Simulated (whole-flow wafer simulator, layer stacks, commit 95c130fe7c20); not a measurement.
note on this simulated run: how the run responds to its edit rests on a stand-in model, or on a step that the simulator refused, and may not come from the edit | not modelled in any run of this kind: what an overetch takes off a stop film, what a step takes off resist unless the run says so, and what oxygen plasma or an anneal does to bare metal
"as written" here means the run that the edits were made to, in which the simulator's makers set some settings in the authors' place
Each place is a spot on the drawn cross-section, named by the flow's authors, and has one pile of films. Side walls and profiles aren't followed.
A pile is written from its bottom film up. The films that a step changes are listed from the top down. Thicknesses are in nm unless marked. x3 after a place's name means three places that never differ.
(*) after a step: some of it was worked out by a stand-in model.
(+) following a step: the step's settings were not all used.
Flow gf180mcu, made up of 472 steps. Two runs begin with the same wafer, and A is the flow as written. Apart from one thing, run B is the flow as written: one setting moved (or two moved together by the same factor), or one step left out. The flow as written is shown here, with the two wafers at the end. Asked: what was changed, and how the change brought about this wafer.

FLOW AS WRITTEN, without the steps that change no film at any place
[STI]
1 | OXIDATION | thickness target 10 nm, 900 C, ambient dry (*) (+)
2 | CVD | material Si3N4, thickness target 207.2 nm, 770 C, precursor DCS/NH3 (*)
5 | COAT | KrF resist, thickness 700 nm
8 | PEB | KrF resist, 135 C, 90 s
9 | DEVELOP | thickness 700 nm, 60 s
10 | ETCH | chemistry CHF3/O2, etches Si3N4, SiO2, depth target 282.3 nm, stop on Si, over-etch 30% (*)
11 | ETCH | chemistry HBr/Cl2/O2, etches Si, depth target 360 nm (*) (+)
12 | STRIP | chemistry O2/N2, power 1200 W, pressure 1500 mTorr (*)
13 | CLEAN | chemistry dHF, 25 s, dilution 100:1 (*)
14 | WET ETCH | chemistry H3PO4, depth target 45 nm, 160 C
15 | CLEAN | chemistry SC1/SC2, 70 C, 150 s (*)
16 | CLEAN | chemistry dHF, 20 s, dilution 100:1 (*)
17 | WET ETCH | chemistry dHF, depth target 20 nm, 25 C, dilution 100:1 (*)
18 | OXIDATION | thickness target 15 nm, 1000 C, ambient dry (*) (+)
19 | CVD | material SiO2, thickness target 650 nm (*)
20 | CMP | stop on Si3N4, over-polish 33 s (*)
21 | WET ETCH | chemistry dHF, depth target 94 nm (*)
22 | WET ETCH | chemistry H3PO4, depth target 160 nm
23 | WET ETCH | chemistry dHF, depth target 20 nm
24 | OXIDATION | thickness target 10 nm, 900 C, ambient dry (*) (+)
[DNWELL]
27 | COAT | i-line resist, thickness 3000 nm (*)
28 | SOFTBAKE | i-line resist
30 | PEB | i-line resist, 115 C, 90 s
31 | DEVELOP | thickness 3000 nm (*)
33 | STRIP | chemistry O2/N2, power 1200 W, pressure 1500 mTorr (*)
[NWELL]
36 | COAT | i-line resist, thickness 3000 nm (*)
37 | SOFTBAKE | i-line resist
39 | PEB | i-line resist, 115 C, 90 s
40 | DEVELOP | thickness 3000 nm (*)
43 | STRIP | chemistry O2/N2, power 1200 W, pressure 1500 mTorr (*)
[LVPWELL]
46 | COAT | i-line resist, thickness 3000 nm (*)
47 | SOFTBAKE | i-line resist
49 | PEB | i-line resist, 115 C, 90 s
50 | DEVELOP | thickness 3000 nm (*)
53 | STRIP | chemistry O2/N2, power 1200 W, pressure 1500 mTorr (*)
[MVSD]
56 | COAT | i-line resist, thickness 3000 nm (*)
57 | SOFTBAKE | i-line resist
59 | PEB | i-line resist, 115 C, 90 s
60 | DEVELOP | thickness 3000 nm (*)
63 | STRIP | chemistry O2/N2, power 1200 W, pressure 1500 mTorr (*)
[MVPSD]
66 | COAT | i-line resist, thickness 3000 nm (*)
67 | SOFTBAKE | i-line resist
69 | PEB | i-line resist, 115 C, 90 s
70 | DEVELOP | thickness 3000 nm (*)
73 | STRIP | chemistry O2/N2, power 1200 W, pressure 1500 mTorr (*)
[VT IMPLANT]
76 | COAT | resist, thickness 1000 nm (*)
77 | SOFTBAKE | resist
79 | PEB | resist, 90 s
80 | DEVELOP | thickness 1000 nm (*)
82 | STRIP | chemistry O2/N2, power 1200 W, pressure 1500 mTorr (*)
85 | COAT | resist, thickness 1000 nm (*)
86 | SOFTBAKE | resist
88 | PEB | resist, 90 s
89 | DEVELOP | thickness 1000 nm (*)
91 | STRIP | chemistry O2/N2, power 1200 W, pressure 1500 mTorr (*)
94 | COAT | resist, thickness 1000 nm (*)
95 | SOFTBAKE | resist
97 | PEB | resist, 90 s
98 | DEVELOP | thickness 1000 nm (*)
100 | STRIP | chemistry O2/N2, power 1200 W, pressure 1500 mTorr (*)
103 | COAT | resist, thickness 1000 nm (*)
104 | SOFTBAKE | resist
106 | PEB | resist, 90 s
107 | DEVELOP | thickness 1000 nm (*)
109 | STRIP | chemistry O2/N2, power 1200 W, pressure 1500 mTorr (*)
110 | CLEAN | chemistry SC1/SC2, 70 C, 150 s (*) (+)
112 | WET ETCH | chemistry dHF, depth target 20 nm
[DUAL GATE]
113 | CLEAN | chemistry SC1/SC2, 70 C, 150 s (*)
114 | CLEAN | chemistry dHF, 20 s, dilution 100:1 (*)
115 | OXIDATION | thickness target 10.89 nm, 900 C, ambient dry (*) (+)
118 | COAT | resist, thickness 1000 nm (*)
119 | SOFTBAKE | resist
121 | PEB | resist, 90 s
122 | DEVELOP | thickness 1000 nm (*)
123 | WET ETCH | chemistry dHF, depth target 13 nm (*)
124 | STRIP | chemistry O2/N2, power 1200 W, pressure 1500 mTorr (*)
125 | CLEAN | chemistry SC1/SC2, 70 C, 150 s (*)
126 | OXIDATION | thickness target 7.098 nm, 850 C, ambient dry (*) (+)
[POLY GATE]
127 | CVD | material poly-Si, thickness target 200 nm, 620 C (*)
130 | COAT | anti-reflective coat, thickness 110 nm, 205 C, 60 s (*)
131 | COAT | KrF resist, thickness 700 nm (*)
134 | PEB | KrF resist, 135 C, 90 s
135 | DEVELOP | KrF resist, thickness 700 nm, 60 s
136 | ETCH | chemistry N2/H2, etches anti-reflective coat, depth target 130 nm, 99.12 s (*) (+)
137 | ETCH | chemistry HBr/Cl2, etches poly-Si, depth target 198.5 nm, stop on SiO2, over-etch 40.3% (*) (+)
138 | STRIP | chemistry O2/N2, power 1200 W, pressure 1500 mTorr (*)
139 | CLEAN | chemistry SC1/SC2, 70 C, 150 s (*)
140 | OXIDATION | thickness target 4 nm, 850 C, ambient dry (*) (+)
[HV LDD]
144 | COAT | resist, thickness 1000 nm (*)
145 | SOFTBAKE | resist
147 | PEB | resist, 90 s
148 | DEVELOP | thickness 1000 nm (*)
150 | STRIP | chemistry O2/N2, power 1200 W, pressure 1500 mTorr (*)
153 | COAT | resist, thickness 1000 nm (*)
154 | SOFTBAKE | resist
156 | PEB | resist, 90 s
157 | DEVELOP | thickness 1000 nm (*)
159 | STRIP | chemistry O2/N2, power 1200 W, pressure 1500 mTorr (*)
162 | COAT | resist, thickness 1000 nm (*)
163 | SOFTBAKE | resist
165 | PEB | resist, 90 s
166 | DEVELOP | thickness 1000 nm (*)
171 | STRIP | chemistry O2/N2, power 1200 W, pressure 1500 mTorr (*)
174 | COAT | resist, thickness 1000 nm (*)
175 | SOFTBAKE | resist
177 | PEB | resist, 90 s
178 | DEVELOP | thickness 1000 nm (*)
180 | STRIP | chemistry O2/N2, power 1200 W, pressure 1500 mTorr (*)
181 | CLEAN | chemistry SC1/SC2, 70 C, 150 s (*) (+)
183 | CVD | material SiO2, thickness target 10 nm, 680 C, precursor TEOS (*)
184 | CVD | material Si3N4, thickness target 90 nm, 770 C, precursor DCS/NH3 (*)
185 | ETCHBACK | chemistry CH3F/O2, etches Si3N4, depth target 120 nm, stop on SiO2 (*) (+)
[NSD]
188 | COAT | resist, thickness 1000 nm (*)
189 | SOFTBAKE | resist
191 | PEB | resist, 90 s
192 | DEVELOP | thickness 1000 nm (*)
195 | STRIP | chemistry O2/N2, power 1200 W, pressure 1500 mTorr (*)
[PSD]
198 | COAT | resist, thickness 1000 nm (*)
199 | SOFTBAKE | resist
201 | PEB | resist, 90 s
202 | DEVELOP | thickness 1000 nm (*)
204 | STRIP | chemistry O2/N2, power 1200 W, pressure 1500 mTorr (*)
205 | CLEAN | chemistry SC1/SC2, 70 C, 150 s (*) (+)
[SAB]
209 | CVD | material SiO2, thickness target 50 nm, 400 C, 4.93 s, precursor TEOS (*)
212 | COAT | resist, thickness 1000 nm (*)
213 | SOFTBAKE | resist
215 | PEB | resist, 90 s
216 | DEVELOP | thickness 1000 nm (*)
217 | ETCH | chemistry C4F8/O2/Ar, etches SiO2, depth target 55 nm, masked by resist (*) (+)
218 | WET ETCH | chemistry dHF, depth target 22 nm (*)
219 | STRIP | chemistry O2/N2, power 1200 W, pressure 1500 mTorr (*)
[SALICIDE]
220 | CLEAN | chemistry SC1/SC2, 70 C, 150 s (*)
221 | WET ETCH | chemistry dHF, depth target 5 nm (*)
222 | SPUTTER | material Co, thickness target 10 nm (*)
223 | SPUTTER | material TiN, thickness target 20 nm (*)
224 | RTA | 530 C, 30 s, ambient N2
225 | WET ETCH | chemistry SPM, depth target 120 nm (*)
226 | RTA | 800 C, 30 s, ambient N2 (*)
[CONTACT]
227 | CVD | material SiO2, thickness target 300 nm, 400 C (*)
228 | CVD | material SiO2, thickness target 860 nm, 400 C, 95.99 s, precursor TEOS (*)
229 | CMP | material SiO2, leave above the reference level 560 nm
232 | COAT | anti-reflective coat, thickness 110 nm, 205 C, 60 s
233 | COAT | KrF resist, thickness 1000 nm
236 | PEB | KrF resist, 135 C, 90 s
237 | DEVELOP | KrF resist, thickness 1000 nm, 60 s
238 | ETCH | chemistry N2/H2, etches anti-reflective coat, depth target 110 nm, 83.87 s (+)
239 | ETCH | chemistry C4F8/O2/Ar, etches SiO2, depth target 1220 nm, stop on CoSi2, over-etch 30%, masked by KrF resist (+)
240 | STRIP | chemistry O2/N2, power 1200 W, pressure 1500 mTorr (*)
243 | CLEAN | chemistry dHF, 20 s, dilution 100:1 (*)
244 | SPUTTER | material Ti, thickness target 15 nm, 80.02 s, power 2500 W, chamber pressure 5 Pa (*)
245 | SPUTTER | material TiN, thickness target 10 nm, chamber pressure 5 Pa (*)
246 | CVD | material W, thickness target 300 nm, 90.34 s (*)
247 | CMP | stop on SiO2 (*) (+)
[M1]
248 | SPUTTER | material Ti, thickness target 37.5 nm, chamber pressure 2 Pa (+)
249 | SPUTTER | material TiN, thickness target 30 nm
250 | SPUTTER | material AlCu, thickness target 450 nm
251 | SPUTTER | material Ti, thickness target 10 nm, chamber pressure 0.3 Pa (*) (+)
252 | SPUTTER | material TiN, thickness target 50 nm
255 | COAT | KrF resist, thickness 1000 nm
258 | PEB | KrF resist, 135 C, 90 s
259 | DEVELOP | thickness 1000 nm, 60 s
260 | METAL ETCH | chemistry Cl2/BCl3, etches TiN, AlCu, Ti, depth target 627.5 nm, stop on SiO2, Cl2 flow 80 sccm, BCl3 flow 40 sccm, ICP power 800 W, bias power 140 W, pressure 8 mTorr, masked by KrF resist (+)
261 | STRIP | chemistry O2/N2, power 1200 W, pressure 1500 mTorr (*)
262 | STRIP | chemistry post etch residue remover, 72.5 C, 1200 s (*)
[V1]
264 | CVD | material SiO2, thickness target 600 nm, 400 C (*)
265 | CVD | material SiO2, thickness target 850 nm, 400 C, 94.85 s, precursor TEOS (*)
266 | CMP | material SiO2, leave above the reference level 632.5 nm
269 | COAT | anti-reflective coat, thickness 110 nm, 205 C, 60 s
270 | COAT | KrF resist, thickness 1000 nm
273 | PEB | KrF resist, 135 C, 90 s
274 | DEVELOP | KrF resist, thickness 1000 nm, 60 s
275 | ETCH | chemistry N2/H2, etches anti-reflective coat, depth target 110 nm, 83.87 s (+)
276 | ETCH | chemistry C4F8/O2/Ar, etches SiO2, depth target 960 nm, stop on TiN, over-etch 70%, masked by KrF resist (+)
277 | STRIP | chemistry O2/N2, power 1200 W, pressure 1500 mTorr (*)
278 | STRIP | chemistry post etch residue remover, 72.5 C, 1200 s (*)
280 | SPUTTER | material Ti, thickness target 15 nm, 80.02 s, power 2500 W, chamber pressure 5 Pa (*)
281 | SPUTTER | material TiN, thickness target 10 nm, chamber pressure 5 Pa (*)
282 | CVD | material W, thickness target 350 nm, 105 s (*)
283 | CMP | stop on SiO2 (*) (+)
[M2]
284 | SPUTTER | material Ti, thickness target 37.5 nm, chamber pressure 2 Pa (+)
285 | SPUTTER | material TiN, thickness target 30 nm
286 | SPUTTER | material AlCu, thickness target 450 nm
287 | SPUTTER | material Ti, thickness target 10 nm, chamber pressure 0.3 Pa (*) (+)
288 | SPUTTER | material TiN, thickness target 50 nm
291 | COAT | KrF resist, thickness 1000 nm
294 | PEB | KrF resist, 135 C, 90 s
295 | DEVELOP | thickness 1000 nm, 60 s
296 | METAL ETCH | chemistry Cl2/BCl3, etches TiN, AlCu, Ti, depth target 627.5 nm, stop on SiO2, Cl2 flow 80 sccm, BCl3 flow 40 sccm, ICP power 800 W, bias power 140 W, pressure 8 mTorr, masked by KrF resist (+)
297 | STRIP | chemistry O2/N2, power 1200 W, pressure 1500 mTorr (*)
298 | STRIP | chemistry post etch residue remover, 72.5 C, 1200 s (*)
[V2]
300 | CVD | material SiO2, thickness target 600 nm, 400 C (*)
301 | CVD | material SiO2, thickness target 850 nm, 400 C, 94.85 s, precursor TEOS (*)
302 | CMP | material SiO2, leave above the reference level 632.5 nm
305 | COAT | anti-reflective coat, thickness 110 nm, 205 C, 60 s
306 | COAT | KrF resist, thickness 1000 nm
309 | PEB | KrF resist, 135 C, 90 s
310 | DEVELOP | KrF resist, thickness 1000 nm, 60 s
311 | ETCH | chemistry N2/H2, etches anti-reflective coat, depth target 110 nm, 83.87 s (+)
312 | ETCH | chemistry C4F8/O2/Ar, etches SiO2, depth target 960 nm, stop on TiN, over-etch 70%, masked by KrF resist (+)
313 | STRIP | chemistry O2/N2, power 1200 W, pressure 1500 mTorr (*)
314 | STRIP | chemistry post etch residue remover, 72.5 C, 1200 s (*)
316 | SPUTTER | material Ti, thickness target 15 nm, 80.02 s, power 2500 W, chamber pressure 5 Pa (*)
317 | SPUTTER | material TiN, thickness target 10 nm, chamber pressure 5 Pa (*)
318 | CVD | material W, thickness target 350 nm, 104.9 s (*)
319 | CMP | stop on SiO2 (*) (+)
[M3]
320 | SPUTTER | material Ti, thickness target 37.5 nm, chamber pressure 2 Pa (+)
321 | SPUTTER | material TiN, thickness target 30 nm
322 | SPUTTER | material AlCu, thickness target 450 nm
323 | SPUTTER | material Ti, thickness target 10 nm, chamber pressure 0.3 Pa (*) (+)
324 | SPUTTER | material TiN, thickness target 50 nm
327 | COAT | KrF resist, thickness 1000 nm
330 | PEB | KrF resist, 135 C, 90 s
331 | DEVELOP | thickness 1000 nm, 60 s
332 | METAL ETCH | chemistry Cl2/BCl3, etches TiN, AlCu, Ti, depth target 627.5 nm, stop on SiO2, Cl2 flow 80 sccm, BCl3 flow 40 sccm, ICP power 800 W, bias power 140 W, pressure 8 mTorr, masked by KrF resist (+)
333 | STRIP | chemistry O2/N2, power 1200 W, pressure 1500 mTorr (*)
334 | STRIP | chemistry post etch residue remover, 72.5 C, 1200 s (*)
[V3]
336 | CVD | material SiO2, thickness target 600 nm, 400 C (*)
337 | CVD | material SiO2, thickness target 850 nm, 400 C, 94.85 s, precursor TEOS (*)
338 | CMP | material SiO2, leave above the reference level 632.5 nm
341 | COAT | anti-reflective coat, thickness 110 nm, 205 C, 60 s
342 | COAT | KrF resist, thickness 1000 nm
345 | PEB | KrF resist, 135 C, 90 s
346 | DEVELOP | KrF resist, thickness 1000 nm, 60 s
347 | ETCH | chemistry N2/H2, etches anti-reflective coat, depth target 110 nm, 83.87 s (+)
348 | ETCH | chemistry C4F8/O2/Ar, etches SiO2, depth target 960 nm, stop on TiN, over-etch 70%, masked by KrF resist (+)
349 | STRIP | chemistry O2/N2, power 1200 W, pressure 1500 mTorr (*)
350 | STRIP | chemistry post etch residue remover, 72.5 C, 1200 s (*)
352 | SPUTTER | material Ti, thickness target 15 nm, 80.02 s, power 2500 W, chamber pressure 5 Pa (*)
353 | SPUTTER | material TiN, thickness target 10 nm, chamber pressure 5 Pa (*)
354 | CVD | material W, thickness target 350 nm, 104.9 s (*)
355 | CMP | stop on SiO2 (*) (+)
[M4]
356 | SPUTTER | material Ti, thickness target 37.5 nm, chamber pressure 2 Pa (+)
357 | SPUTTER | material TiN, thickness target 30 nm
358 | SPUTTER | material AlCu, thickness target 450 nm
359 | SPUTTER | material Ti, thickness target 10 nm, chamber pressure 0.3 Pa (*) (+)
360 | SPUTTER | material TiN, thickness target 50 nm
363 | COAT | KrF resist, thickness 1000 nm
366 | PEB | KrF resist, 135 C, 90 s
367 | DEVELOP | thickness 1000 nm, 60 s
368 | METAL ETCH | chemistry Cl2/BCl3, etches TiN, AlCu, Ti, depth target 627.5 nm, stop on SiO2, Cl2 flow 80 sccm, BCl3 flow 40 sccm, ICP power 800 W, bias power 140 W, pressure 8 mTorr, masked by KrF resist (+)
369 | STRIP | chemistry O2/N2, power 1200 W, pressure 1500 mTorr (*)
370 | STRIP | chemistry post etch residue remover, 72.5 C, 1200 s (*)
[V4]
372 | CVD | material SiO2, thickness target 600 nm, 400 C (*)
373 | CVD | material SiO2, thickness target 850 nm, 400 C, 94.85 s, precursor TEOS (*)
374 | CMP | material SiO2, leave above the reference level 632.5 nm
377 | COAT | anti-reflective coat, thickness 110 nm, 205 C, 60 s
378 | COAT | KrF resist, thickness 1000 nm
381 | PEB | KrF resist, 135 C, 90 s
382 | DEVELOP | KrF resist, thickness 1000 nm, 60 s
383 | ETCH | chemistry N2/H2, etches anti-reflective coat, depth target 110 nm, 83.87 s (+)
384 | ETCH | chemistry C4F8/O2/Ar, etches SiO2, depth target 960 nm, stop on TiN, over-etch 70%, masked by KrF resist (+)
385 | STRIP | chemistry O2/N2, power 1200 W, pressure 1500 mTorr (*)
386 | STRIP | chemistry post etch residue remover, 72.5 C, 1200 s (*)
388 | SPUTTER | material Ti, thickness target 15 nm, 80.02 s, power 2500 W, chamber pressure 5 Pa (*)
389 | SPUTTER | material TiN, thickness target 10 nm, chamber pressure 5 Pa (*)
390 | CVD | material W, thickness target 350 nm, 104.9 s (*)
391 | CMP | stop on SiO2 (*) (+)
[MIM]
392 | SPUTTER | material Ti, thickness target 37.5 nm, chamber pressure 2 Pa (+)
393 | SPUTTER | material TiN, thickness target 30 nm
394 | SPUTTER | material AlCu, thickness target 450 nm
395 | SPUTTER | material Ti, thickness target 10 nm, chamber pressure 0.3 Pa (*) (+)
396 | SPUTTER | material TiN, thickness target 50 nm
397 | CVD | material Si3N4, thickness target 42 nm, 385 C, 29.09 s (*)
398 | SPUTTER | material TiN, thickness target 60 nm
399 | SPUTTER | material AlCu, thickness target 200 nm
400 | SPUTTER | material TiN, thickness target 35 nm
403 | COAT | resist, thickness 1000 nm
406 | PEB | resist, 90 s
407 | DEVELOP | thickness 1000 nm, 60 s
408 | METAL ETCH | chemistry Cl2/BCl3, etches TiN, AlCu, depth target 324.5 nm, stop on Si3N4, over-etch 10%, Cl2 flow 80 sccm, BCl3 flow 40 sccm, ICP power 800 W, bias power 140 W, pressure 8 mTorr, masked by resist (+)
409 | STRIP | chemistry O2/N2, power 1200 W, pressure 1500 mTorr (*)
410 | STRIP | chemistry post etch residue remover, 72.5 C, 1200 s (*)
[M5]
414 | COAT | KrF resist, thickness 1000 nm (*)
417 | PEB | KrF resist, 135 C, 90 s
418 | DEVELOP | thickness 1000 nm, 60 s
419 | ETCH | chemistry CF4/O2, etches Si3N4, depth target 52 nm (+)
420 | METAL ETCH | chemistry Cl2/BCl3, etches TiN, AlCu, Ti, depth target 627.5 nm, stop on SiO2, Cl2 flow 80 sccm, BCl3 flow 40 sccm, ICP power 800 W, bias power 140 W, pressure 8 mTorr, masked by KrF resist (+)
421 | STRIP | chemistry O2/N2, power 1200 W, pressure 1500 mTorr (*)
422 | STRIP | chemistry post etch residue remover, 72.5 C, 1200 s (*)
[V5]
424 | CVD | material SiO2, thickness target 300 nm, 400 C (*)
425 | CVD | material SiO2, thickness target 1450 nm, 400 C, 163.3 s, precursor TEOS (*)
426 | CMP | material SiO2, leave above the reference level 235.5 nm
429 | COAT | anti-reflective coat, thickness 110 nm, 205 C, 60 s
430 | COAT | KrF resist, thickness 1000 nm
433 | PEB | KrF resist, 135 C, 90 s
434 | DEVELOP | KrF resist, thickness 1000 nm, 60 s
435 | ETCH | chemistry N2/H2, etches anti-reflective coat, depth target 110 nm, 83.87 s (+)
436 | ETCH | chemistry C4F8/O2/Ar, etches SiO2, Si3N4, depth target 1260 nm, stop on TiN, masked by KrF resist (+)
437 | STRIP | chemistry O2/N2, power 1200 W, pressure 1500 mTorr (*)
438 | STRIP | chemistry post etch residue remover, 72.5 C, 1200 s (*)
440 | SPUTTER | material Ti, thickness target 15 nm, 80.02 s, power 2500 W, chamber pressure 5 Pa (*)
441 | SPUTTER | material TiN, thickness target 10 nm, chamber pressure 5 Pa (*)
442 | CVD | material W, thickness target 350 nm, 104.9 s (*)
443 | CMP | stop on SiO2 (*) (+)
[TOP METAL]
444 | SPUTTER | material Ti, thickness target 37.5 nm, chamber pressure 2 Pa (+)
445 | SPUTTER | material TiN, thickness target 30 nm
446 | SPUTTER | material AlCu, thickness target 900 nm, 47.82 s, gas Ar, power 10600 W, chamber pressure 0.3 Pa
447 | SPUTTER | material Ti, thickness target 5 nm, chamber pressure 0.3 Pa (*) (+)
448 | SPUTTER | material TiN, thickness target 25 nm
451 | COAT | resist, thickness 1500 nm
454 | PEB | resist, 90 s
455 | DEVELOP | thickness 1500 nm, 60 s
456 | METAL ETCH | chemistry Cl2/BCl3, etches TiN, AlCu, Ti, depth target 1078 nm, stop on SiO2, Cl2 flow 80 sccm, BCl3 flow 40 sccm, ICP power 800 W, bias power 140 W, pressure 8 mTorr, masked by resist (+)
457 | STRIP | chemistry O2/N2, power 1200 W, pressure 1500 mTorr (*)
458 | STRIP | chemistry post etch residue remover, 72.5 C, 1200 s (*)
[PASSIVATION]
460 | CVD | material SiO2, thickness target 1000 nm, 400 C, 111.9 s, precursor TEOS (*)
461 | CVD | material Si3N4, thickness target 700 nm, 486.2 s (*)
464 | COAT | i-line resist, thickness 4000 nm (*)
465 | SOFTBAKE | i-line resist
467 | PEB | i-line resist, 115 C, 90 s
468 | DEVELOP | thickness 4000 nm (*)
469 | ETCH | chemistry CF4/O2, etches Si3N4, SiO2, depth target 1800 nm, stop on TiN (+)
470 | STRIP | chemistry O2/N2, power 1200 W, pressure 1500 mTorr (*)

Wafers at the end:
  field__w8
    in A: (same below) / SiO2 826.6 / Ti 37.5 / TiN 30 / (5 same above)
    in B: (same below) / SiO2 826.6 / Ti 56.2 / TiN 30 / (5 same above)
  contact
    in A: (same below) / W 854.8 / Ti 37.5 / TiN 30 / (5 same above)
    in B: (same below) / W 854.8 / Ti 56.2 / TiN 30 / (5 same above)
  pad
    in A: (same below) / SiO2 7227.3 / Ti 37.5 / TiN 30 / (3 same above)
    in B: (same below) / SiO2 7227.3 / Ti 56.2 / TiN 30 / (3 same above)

The reason: step 444, SPUTTER: thickness target 56.2 nm was run, whereas the flow has thickness target 37.5 nm.
The wafer itself shows it: field__w8 has Ti 56.2, and step 444 as written asks for 37.5 nm.

The path from the change to this, step by step:
  444 | SPUTTER | material Ti, thickness target 37.5 nm, chamber pressure 2 Pa (+)
      field, field__w1, field__w2 and 109 more: A +37.5 Ti (new film) | B +56.2 Ti (new film)
  456 | METAL ETCH | chemistry Cl2/BCl3, etches TiN, AlCu, Ti, depth target 1078 nm, stop on SiO2, Cl2 flow 80 sccm, BCl3 flow 40 sccm, ICP power 800 W, bias power 140 W, pressure 8 mTorr, masked by resist (+)
      field, field__w1, field__w2 and 103 more: A -25 TiN (all of it), -5 Ti (all of it), -900 AlCu (all of it), -30 TiN (all of it), -37.5 Ti (all of it) | B -25 TiN (all of it), -5 Ti (all of it), -900 AlCu (all of it), -30 TiN (all of it), -56.2 Ti (all of it)
  465 | SOFTBAKE | i-line resist
      field__w11, field__w13: A +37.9 i-line resist | B +32.1 i-line resist
      field: A -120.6 i-line resist | B -111.6 i-line resist
      (also at 63 further places)
